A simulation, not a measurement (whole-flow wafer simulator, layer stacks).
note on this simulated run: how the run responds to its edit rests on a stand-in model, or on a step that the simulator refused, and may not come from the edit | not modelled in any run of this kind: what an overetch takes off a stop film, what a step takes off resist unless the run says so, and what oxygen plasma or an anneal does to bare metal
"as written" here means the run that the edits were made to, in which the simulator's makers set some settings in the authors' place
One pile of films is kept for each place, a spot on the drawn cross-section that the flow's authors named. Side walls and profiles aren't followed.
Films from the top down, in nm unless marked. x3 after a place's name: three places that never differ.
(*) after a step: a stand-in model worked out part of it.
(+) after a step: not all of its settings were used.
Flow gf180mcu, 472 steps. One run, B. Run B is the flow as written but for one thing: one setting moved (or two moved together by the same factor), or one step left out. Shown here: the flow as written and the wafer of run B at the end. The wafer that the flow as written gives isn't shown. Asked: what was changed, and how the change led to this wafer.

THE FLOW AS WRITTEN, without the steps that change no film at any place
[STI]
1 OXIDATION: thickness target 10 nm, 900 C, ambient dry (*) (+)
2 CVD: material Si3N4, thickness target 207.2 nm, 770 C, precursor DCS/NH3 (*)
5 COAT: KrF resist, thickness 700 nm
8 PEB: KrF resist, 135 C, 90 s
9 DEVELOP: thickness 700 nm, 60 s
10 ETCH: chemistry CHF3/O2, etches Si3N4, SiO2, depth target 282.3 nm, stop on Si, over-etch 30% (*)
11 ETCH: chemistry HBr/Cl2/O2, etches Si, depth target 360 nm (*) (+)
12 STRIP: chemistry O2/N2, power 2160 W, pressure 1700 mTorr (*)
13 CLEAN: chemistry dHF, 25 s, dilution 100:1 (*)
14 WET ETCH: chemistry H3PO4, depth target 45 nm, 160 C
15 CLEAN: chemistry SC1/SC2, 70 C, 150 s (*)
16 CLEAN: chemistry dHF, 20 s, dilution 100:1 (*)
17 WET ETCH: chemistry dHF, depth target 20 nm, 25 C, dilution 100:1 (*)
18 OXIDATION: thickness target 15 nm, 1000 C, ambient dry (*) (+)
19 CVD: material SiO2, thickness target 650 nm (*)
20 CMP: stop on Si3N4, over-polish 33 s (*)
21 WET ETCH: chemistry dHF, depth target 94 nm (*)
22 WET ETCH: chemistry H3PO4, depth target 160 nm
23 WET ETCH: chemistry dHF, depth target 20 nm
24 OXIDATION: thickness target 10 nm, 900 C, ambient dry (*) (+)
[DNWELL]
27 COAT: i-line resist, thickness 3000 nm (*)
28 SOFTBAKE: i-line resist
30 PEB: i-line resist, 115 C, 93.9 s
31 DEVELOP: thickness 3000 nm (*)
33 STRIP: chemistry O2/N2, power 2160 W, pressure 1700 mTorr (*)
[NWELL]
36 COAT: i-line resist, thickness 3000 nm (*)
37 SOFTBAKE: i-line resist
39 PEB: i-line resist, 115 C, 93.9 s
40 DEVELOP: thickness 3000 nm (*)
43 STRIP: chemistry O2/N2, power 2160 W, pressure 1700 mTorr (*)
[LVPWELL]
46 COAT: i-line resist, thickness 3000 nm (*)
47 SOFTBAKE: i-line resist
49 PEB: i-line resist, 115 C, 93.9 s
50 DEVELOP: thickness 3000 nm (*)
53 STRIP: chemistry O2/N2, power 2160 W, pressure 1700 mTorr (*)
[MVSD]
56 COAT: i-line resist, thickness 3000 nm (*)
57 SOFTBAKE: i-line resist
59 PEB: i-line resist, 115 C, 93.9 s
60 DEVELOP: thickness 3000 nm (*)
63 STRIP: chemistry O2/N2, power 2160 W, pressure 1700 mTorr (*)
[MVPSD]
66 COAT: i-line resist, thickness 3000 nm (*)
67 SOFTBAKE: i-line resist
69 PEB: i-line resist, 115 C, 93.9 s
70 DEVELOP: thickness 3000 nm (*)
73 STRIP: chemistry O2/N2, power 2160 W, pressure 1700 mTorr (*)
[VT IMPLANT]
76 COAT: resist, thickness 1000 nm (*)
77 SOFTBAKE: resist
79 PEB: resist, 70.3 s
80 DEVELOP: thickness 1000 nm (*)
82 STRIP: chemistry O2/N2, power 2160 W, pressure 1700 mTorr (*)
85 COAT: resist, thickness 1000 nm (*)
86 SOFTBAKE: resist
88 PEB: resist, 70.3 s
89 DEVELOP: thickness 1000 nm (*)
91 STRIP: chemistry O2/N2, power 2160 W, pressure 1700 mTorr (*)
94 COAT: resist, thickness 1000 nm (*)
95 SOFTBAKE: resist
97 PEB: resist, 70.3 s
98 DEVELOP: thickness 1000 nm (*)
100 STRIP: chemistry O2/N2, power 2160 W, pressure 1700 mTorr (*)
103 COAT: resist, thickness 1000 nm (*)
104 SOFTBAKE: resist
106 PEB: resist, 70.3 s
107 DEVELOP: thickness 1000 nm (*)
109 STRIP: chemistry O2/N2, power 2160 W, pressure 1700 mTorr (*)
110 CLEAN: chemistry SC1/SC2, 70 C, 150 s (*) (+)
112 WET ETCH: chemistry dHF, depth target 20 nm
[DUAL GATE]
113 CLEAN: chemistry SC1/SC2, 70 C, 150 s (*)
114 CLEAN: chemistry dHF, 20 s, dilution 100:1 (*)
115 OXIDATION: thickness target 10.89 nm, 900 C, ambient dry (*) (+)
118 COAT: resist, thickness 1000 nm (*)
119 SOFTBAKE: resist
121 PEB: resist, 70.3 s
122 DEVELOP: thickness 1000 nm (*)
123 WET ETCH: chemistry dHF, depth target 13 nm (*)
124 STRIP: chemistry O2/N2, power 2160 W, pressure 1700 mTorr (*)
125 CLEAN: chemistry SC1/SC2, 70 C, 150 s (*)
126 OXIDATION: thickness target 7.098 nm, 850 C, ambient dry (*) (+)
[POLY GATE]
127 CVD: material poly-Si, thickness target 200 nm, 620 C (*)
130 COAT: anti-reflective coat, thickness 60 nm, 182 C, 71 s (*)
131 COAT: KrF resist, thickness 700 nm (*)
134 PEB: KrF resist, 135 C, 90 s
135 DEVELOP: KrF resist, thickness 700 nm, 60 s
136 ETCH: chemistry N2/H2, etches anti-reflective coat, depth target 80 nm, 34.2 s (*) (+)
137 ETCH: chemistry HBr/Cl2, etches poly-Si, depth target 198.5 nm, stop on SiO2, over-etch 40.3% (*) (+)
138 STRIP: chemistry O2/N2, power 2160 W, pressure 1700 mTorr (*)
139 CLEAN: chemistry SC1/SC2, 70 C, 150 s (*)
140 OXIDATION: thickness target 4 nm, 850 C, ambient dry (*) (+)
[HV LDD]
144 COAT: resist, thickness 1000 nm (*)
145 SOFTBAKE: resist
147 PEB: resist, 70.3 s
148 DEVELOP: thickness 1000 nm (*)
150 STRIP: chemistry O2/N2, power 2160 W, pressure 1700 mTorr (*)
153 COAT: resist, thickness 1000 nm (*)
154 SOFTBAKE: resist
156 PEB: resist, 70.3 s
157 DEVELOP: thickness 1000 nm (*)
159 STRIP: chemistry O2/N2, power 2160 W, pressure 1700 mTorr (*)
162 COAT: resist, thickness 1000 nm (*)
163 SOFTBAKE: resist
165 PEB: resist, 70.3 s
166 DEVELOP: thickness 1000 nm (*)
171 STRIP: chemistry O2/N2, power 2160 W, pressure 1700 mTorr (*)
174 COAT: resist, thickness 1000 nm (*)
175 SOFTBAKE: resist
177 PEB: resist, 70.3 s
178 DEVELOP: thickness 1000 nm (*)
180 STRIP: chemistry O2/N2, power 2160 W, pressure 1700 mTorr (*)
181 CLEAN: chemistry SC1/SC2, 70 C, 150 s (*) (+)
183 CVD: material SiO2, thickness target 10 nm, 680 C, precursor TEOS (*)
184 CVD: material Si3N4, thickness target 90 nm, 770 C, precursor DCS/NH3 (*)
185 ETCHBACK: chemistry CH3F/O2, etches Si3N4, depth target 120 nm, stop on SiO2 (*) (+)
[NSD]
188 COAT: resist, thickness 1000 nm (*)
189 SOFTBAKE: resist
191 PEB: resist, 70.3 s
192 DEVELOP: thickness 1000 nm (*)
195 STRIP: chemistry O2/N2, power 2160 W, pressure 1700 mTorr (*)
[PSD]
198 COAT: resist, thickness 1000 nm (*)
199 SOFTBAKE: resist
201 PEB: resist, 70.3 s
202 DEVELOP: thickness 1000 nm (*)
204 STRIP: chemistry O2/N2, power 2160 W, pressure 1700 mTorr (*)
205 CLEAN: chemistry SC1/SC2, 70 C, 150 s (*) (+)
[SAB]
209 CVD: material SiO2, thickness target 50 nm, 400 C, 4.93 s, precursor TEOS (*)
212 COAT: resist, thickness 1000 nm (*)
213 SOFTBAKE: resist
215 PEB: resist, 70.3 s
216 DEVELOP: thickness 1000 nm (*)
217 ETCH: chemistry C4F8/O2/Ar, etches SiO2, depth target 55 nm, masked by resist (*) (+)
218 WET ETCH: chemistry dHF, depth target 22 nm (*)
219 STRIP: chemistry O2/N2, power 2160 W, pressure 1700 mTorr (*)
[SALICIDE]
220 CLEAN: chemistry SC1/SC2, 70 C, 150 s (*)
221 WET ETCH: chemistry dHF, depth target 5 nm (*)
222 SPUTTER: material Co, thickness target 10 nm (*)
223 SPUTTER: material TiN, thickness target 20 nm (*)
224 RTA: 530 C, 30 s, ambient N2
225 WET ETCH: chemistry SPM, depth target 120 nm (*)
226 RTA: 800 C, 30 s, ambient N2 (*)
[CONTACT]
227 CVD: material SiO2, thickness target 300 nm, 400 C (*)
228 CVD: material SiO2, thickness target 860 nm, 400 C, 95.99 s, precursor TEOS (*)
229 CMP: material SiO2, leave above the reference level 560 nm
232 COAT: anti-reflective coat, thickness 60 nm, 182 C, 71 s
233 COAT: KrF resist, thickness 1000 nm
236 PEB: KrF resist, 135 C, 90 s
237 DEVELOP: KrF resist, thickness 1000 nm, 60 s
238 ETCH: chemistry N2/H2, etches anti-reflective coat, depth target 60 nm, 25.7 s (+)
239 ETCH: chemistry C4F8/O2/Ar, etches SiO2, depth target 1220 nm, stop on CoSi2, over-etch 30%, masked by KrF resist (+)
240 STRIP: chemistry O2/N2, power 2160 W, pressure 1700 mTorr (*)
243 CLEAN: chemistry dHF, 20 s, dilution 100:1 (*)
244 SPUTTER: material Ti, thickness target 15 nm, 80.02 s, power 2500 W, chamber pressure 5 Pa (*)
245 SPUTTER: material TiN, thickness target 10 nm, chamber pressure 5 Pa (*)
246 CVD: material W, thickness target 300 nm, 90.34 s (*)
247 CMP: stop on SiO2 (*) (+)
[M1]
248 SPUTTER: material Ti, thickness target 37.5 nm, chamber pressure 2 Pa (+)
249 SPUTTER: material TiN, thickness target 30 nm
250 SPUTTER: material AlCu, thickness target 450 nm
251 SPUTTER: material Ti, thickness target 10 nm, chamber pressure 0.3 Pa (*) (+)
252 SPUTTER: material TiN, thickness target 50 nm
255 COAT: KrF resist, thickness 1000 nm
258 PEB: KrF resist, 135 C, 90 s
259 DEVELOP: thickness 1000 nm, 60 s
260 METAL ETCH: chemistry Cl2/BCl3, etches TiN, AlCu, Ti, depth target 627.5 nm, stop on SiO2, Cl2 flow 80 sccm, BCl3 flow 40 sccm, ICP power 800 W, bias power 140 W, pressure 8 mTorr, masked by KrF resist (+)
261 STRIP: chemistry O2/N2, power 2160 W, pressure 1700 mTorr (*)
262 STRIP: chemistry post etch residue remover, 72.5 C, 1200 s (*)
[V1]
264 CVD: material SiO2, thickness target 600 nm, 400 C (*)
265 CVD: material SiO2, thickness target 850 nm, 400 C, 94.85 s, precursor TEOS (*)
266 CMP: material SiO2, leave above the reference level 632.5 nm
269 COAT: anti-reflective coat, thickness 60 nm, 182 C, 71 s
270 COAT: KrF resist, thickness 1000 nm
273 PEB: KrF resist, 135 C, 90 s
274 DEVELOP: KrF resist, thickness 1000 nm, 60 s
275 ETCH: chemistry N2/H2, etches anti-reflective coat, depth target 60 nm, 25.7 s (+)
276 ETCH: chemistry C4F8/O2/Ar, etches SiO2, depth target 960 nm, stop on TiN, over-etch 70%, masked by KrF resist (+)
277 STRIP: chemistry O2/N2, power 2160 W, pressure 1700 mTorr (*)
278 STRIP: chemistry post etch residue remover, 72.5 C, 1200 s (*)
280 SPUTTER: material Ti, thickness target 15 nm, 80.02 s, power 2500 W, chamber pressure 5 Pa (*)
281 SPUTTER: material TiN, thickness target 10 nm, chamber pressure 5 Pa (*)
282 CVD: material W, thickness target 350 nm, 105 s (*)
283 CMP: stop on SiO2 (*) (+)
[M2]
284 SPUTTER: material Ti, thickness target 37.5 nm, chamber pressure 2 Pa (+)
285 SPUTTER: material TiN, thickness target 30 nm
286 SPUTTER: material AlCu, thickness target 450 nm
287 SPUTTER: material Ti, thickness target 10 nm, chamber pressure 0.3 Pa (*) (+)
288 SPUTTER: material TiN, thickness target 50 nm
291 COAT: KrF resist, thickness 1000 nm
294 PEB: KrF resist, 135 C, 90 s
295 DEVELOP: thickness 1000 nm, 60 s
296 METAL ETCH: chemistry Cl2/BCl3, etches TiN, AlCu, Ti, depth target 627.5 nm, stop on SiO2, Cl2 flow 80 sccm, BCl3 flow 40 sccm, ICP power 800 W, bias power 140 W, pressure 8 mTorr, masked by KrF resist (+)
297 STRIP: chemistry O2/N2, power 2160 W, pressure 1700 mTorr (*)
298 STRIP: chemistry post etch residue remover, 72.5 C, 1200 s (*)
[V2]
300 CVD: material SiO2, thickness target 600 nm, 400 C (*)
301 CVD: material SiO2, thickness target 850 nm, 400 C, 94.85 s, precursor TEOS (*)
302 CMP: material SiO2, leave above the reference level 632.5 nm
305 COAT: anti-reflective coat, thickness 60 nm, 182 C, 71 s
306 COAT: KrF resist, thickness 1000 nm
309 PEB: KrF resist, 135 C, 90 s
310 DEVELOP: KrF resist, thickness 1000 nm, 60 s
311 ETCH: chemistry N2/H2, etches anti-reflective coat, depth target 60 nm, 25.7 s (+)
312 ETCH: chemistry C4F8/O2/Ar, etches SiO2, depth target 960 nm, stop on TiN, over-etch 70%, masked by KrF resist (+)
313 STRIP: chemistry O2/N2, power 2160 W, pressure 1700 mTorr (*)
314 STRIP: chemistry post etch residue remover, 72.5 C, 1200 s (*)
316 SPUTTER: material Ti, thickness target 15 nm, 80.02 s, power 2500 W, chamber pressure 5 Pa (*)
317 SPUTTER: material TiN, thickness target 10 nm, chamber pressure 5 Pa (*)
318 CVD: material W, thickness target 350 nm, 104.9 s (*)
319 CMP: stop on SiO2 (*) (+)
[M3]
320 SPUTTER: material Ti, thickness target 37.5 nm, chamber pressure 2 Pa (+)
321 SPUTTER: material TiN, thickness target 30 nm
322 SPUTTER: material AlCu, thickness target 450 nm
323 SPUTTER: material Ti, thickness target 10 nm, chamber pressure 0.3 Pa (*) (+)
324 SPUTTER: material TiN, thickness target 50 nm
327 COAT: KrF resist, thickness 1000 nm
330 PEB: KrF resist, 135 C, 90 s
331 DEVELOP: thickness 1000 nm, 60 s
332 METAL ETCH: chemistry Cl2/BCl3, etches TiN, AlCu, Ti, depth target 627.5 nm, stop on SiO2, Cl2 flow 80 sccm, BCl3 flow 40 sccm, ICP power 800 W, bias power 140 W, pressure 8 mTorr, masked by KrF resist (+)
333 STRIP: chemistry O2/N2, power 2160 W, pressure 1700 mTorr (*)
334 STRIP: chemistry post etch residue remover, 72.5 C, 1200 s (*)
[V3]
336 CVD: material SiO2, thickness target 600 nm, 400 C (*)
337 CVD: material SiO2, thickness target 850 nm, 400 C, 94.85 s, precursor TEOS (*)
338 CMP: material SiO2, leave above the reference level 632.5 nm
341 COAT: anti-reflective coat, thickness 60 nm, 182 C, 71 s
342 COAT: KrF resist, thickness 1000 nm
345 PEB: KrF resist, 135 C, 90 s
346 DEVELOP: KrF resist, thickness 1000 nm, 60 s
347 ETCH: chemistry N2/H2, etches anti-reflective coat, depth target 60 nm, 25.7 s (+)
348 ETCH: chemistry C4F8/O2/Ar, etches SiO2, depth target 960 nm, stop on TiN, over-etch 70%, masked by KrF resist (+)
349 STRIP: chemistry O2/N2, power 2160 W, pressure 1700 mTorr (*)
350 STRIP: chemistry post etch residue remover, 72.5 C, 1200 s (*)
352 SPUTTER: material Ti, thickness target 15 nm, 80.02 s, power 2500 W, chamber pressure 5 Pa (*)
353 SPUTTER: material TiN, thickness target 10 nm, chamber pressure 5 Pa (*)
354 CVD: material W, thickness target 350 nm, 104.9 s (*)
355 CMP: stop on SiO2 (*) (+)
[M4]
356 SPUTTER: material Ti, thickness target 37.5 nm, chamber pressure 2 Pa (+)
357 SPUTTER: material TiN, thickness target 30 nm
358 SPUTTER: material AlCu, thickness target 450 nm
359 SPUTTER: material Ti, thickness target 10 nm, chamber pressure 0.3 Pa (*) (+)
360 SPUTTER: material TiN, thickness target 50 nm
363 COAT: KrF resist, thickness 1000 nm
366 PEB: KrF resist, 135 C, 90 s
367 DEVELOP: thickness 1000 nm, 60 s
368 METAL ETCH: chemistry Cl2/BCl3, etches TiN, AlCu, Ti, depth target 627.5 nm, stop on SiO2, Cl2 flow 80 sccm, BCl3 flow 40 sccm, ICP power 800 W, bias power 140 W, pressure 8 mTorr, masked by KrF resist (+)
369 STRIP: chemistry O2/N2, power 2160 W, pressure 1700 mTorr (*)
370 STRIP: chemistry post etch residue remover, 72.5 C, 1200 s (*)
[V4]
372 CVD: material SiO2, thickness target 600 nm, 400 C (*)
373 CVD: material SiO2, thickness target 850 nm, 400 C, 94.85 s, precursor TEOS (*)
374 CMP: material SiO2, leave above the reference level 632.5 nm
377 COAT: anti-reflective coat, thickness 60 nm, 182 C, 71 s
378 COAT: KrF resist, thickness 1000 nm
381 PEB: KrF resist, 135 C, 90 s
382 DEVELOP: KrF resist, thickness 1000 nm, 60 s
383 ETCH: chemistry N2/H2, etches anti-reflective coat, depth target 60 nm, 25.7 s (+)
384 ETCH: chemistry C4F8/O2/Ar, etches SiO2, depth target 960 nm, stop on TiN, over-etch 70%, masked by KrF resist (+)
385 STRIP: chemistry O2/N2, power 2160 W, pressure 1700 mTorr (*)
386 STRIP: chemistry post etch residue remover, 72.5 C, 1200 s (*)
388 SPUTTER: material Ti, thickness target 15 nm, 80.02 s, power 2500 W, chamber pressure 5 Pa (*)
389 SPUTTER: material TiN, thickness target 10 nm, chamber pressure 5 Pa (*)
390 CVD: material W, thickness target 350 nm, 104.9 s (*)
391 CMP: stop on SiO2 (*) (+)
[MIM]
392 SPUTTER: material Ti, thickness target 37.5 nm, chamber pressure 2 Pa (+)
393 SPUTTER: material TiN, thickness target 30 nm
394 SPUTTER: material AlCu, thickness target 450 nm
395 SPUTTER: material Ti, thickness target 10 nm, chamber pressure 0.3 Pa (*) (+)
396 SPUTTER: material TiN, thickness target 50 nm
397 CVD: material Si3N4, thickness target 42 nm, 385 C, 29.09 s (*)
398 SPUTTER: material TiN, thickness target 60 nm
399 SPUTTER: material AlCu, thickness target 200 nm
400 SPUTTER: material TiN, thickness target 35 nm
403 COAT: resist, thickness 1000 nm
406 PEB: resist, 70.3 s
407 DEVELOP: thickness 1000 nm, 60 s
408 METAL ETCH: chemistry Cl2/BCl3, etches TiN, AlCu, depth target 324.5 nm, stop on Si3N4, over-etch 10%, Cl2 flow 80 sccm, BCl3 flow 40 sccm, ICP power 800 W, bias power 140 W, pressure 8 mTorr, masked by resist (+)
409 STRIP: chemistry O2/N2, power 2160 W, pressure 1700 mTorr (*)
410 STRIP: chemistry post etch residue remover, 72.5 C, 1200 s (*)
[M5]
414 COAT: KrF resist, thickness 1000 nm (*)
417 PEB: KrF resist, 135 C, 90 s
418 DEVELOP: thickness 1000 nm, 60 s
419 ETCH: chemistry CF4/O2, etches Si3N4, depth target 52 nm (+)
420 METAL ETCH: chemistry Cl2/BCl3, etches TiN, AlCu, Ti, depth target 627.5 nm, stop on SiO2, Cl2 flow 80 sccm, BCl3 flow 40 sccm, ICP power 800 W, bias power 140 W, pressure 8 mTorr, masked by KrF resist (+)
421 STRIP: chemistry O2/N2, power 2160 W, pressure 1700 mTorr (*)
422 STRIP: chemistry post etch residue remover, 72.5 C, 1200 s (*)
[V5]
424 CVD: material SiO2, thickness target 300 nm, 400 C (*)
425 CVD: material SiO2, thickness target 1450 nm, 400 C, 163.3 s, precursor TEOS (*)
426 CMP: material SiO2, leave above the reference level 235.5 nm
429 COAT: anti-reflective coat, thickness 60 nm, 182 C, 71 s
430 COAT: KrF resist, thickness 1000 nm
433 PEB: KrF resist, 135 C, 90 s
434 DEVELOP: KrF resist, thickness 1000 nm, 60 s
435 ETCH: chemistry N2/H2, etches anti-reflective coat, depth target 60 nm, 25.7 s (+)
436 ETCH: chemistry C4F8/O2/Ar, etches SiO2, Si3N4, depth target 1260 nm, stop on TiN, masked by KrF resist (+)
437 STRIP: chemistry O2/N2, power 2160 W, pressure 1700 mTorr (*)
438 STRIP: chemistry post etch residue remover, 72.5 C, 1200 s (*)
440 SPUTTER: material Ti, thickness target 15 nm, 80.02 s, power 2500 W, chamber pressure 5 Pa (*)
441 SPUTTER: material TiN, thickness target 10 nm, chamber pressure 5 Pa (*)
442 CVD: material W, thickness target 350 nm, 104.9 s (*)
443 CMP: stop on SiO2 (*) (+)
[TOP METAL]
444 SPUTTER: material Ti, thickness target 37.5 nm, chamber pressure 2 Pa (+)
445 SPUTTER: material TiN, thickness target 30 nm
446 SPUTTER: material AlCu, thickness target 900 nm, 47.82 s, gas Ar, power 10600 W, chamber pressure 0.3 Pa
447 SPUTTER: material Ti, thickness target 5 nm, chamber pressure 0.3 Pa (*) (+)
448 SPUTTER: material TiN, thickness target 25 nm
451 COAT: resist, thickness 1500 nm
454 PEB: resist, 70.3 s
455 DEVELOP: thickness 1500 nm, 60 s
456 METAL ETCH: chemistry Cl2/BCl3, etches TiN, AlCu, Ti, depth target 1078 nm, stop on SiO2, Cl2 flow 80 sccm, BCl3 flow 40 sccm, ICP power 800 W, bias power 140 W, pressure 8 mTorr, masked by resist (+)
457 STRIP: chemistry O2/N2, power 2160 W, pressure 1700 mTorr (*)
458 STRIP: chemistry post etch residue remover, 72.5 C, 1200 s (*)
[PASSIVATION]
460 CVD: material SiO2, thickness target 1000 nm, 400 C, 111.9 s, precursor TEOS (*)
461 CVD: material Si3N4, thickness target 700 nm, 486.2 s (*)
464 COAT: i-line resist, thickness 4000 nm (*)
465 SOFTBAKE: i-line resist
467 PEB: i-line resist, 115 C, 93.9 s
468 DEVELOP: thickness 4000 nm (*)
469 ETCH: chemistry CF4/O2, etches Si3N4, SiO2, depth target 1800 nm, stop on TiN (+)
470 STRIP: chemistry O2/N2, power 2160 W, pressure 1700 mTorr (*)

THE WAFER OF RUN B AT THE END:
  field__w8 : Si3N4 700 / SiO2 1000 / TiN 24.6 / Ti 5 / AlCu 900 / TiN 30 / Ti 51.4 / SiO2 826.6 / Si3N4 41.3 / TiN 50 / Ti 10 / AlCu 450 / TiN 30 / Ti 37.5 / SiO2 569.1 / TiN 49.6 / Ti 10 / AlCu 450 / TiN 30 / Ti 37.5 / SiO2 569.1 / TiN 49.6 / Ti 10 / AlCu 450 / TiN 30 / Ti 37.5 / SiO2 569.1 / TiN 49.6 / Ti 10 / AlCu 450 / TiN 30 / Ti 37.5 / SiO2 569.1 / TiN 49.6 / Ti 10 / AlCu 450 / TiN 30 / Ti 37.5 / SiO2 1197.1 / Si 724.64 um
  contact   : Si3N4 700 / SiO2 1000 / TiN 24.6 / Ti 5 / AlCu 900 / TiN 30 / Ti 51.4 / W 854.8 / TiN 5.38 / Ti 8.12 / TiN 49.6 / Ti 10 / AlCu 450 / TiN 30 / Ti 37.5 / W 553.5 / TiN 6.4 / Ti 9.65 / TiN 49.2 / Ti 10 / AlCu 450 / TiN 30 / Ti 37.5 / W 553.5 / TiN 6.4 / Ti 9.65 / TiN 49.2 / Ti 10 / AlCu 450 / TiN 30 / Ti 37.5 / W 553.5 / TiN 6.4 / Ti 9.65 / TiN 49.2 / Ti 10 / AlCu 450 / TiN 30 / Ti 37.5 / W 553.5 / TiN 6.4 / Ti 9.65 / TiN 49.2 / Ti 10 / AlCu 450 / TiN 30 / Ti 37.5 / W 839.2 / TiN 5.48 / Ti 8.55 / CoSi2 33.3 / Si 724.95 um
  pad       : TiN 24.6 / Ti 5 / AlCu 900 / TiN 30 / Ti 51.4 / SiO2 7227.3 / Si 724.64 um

The cause: step 444, SPUTTER: thickness target 51.4 nm was run, where the flow has thickness target 37.5 nm.
It can be read off the wafer: field__w8 has Ti 51.4, and step 444 as written asks for 37.5 nm.

How the change led to this, step by step:
  444 SPUTTER: material Ti, thickness target 37.5 nm, chamber pressure 2 Pa (+)
      field, field__w1, field__w2 and 109 more: Ti +51.4 (new film) (as written it would be: Ti +37.5 (new film))
  456 METAL ETCH: chemistry Cl2/BCl3, etches TiN, AlCu, Ti, depth target 1078 nm, stop on SiO2, Cl2 flow 80 sccm, BCl3 flow 40 sccm, ICP power 800 W, bias power 140 W, pressure 8 mTorr, masked by resist (+)
      field, field__w1, field__w2 and 103 more: TiN -25 (all of it), Ti -5 (all of it), AlCu -900 (all of it), TiN -30 (all of it), Ti -51.4 (all of it) (as written it would be: TiN -25 (all of it), Ti -5 (all of it), AlCu -900 (all of it), TiN -30 (all of it), Ti -37.5 (all of it))
  465 SOFTBAKE: i-line resist
      gate: i-line resist -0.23 (as written it would be: i-line resist +1.79)
      ld_acc_p, ld_fp_p, ld_drift_p: i-line resist +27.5 (as written it would be: i-line resist +33.8)
      (and at 58 more places)
